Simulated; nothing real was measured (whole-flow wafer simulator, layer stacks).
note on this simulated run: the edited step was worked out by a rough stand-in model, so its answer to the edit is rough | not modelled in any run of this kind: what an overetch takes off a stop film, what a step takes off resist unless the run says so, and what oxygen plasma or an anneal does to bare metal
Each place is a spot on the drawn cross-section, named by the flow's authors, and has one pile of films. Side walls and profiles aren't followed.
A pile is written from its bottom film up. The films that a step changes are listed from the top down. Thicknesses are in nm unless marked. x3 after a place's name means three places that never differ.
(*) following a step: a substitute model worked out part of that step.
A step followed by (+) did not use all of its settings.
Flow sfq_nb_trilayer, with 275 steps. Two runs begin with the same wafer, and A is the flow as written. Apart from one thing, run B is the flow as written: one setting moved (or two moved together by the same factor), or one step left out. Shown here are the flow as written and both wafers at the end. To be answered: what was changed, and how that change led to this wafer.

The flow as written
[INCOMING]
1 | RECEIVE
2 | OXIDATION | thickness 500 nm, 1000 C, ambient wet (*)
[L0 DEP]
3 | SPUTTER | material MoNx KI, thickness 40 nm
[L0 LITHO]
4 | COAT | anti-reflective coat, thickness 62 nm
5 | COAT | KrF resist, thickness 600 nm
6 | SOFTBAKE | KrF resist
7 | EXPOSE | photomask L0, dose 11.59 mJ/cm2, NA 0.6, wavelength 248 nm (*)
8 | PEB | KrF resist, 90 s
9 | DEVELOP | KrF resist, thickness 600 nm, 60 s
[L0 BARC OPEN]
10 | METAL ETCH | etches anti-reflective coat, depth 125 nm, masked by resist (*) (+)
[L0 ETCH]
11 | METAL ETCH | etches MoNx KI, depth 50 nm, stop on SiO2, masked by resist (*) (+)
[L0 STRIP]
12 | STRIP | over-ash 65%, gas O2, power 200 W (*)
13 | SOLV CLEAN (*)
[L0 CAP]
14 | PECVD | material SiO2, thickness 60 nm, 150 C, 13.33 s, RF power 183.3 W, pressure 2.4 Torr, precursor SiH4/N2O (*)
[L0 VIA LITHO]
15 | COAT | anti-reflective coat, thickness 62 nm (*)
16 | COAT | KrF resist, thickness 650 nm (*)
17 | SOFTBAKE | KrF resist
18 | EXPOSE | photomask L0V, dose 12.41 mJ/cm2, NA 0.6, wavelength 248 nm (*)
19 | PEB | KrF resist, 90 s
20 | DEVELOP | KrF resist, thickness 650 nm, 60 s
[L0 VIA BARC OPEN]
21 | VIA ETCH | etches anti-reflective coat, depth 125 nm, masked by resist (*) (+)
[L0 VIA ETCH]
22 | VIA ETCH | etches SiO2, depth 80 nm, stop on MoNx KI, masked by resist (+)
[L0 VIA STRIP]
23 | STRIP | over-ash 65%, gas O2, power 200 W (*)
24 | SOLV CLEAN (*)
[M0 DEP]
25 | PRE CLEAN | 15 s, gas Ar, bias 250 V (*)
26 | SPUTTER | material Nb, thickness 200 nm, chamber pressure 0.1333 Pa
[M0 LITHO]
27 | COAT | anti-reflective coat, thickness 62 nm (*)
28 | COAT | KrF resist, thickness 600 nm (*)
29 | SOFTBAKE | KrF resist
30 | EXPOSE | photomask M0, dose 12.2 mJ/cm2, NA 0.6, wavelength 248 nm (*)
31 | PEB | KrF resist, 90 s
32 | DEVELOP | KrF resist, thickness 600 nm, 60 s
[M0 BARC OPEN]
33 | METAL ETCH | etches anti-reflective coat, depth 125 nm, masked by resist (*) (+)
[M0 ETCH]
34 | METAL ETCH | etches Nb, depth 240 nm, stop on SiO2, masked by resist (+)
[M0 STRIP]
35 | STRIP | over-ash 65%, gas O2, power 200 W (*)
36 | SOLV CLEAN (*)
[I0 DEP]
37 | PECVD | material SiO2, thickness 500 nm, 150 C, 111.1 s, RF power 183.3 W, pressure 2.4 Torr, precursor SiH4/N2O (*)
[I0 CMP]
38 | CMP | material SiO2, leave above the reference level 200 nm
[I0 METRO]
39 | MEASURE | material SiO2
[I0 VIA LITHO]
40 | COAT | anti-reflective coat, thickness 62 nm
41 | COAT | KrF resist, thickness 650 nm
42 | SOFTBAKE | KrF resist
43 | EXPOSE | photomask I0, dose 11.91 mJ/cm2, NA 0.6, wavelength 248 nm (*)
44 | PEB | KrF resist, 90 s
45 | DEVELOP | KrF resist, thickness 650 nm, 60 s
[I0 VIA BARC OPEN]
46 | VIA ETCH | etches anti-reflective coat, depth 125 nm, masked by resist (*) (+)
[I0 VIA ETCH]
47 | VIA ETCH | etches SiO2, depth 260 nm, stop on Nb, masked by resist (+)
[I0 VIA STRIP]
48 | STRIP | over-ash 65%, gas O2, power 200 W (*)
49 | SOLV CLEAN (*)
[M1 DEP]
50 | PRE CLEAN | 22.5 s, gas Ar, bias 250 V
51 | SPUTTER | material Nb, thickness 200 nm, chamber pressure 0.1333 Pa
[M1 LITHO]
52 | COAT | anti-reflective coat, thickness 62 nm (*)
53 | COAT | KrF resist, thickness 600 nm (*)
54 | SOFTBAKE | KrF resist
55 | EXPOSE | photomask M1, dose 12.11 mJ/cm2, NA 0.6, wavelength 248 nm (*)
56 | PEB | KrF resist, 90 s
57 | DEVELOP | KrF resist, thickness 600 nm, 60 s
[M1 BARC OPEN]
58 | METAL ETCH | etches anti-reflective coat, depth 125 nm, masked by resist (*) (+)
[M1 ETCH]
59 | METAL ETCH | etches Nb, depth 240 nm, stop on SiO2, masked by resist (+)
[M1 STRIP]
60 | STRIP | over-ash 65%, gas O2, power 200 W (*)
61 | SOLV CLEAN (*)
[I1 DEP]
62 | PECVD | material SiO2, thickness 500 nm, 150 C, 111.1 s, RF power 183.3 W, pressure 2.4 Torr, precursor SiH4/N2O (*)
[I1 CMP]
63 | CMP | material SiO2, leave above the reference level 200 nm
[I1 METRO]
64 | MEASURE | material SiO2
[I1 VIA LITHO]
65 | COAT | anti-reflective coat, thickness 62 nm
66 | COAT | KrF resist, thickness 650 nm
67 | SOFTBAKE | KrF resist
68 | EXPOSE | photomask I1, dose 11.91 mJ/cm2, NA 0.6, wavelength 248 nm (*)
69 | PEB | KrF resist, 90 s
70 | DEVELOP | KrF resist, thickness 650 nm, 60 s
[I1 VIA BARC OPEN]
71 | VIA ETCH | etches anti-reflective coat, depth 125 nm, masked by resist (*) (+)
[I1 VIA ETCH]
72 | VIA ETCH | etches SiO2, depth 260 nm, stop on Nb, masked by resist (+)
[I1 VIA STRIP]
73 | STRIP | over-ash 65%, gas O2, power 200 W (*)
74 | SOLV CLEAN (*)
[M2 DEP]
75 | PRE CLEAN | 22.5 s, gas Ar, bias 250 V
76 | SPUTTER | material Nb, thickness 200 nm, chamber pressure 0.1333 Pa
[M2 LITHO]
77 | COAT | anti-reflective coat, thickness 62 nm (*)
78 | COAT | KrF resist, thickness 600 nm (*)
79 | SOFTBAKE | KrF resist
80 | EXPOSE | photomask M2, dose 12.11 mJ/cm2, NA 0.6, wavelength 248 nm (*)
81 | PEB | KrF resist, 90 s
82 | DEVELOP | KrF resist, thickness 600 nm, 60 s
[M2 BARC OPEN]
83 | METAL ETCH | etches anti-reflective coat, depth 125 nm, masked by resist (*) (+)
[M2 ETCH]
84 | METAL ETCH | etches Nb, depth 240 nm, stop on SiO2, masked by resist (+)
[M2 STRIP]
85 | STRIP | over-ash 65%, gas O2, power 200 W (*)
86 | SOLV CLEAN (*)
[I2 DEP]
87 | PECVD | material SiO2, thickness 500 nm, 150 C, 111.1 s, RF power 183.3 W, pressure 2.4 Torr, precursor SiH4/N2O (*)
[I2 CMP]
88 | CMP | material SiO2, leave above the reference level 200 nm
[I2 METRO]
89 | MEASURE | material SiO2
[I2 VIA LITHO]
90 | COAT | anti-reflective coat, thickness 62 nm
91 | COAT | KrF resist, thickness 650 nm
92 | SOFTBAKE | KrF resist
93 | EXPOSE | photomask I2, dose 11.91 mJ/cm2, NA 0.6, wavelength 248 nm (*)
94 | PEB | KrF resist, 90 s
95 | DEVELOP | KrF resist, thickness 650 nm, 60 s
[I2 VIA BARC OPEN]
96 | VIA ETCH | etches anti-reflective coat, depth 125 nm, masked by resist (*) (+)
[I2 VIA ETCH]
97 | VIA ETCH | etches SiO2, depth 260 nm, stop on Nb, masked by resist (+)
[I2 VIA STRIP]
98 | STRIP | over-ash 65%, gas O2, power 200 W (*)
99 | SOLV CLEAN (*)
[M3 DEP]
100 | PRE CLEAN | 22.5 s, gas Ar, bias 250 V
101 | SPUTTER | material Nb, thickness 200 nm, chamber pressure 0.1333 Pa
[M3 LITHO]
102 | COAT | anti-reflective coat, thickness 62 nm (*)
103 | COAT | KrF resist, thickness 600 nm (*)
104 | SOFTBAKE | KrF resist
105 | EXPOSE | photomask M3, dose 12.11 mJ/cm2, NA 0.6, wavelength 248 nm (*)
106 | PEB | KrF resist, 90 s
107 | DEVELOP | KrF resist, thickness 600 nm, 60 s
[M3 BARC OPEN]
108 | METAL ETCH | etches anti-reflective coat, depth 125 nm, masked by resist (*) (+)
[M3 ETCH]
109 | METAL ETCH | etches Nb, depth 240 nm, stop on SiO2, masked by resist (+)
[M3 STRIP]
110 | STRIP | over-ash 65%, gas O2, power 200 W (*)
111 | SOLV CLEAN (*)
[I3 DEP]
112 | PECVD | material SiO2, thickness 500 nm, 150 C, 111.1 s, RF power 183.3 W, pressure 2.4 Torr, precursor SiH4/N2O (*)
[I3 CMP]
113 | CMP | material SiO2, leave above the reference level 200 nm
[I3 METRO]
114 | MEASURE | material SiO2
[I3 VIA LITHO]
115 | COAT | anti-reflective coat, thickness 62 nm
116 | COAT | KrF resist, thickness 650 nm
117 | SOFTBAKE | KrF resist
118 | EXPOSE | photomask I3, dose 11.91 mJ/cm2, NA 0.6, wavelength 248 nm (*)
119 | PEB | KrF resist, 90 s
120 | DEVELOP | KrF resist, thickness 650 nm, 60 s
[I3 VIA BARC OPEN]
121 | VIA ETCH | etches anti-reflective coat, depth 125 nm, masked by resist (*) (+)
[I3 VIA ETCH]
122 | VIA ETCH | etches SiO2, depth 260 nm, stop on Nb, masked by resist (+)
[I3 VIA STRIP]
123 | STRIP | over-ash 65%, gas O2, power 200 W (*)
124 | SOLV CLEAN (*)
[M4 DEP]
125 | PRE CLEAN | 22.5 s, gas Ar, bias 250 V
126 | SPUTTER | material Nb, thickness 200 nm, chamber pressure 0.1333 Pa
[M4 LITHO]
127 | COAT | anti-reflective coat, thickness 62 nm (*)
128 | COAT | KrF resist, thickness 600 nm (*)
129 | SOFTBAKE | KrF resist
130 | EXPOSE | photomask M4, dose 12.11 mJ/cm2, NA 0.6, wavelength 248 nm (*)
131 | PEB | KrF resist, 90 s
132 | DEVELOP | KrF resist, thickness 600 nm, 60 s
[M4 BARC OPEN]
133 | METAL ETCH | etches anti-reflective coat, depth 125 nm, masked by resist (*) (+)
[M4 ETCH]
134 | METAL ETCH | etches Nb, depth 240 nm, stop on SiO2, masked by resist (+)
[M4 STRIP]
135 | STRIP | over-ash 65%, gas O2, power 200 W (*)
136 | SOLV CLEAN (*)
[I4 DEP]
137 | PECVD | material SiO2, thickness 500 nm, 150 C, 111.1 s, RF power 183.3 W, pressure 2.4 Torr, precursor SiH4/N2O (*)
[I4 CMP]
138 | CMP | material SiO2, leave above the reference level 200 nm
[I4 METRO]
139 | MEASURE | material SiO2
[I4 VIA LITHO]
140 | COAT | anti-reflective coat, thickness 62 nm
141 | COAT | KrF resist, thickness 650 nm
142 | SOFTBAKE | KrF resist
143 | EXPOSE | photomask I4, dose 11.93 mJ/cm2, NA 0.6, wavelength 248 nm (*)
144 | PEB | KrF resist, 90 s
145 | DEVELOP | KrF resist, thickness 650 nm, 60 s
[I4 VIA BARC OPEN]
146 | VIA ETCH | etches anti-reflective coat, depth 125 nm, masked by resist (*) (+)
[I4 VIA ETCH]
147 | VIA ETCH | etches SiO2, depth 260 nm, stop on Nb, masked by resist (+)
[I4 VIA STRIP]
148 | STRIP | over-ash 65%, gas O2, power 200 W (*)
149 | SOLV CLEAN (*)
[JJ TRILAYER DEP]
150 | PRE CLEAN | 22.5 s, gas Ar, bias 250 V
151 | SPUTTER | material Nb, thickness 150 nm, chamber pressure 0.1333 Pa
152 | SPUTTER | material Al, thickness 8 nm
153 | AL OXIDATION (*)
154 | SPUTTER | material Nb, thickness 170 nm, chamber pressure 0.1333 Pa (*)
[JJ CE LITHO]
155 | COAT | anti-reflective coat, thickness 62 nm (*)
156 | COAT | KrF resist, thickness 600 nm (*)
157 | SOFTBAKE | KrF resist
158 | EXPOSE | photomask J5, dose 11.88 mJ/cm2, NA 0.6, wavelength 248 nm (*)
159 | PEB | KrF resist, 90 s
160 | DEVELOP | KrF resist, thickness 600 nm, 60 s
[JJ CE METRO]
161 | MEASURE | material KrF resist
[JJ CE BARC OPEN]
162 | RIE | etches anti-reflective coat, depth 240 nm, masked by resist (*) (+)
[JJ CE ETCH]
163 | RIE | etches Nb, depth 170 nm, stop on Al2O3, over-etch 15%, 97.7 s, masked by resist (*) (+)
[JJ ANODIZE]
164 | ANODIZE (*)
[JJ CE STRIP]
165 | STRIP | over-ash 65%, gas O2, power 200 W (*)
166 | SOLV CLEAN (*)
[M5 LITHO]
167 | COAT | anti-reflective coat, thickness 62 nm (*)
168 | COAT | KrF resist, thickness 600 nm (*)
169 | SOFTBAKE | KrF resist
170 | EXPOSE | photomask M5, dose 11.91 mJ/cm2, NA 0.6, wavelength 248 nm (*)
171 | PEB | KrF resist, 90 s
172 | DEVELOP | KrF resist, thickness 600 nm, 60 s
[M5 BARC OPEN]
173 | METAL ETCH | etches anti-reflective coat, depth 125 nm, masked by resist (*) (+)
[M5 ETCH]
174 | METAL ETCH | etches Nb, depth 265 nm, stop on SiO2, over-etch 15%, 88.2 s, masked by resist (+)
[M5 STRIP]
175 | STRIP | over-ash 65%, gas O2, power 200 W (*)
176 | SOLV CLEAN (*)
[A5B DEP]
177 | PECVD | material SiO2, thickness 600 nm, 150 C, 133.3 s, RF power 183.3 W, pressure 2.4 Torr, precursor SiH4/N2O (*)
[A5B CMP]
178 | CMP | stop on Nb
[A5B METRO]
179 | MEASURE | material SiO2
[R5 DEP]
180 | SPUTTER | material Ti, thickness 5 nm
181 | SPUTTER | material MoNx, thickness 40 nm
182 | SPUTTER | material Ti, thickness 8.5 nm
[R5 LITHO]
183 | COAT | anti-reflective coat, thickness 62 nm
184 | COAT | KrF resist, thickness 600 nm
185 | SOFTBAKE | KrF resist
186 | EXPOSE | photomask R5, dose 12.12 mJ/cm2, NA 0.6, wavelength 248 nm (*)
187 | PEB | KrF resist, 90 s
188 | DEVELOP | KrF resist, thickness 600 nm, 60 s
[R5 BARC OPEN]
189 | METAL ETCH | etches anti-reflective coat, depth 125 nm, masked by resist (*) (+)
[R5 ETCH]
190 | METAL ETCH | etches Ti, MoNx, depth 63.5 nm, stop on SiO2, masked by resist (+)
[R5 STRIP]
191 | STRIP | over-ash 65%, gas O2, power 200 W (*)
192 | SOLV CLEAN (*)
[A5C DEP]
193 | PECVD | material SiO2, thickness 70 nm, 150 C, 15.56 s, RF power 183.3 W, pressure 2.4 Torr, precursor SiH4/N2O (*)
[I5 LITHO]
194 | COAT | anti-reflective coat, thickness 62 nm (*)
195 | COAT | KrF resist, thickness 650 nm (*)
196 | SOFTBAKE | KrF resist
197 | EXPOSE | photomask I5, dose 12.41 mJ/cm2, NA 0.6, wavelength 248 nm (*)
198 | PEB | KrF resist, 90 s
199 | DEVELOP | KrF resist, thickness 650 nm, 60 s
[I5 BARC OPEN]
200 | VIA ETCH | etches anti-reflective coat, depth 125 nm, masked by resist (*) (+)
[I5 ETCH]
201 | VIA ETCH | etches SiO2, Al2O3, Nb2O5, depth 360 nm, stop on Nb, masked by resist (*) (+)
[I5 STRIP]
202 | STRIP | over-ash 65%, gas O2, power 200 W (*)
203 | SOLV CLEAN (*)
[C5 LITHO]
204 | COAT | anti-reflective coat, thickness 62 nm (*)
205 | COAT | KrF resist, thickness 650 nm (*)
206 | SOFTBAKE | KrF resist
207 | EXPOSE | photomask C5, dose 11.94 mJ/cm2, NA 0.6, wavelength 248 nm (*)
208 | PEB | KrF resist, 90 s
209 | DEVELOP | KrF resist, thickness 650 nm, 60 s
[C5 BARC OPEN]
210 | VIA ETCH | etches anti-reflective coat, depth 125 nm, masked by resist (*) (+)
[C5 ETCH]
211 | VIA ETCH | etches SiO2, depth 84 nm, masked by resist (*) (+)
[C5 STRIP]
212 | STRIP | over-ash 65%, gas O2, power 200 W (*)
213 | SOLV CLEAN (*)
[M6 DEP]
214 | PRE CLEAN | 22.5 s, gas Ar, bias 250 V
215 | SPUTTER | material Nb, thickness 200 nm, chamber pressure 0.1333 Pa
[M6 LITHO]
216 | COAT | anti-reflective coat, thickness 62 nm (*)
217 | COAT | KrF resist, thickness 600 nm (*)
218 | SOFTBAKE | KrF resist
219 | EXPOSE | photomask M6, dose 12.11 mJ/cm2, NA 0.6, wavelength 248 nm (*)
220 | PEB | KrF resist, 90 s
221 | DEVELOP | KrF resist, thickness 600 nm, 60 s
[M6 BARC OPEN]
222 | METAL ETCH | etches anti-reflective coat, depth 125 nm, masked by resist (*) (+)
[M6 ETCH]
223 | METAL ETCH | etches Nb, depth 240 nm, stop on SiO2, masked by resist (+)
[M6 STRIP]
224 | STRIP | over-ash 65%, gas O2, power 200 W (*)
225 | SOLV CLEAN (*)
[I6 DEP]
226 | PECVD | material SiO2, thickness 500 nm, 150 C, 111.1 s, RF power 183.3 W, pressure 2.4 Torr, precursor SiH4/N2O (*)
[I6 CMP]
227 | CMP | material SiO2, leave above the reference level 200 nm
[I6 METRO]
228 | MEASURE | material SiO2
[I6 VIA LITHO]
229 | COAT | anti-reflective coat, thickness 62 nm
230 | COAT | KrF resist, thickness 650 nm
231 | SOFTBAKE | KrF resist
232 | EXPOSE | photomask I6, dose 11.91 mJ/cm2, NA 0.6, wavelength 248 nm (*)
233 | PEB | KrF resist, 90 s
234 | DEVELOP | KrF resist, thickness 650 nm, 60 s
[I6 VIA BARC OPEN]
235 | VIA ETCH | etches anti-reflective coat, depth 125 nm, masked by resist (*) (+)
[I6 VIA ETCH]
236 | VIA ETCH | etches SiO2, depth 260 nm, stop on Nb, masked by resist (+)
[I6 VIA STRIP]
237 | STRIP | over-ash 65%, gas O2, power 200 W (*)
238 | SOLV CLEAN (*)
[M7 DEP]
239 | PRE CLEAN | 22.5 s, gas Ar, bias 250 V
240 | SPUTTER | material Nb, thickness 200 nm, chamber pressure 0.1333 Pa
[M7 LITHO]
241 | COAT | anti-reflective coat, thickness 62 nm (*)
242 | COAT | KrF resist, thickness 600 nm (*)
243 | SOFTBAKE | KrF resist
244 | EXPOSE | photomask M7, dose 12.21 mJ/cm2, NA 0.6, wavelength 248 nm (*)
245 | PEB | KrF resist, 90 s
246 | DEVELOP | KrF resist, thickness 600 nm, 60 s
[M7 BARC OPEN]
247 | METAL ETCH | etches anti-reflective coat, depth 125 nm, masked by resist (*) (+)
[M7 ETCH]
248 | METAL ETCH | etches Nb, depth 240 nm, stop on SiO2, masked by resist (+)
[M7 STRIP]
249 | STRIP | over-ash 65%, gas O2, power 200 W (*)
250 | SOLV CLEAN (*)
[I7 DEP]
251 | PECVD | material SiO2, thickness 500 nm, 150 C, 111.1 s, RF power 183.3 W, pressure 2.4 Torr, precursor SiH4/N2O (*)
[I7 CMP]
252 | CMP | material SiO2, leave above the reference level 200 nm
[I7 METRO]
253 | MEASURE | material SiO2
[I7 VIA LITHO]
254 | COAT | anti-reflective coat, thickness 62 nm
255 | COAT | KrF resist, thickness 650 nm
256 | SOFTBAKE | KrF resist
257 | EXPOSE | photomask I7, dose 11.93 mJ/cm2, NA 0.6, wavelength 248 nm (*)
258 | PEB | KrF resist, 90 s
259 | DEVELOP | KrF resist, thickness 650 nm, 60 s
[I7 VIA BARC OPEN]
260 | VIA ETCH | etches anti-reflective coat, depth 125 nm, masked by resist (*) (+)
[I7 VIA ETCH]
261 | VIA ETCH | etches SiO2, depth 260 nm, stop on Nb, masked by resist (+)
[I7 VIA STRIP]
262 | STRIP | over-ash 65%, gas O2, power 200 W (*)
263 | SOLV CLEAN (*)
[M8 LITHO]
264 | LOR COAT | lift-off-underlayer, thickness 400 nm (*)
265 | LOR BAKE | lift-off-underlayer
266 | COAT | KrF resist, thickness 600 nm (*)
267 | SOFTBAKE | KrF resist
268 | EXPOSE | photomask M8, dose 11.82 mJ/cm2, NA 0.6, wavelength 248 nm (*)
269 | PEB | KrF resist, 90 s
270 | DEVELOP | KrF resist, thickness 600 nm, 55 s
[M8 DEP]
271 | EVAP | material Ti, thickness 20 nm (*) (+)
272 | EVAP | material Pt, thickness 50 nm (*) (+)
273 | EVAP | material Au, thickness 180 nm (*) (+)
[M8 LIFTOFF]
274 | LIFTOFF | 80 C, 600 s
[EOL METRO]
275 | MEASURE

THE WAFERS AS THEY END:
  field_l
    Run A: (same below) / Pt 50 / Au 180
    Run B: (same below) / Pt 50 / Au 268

Cause: step 273, EVAP: thickness 268 nm was run, though the flow has thickness 180 nm.
One can read it off the wafer: field_l has Au 268, and step 273 as written asks for 180 nm.

How this came from the change, step by step:
  273 | EVAP | material Au, thickness 180 nm (*) (+)
      field_l, v_sur, via_wl and 103 more: A +180 Au (new film) | B +268 Au (new film)
  274 | LIFTOFF | 80 C, 600 s
      p4_fl, p4_fm, p4_w1 and 71 more: A -180 Au (all of it), -50 Pt (all of it), -20 Ti (all of it), -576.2 KrF resist (all of it), -400 lift-off-underlayer (all of it) | B -268 Au (all of it), -50 Pt (all of it), -20 Ti (all of it), -576.2 KrF resist (all of it), -400 lift-off-underlayer (all of it)
      c5j, ce_r: A -180 Au (all of it), -50 Pt (all of it), -20 Ti (all of it), -573.3 KrF resist (all of it), -399.3 lift-off-underlayer (all of it) | B -268 Au (all of it), -50 Pt (all of it), -20 Ti (all of it), -573.3 KrF resist (all of it), -399.3 lift-off-underlayer (all of it)
      (as well as at 19 more places)
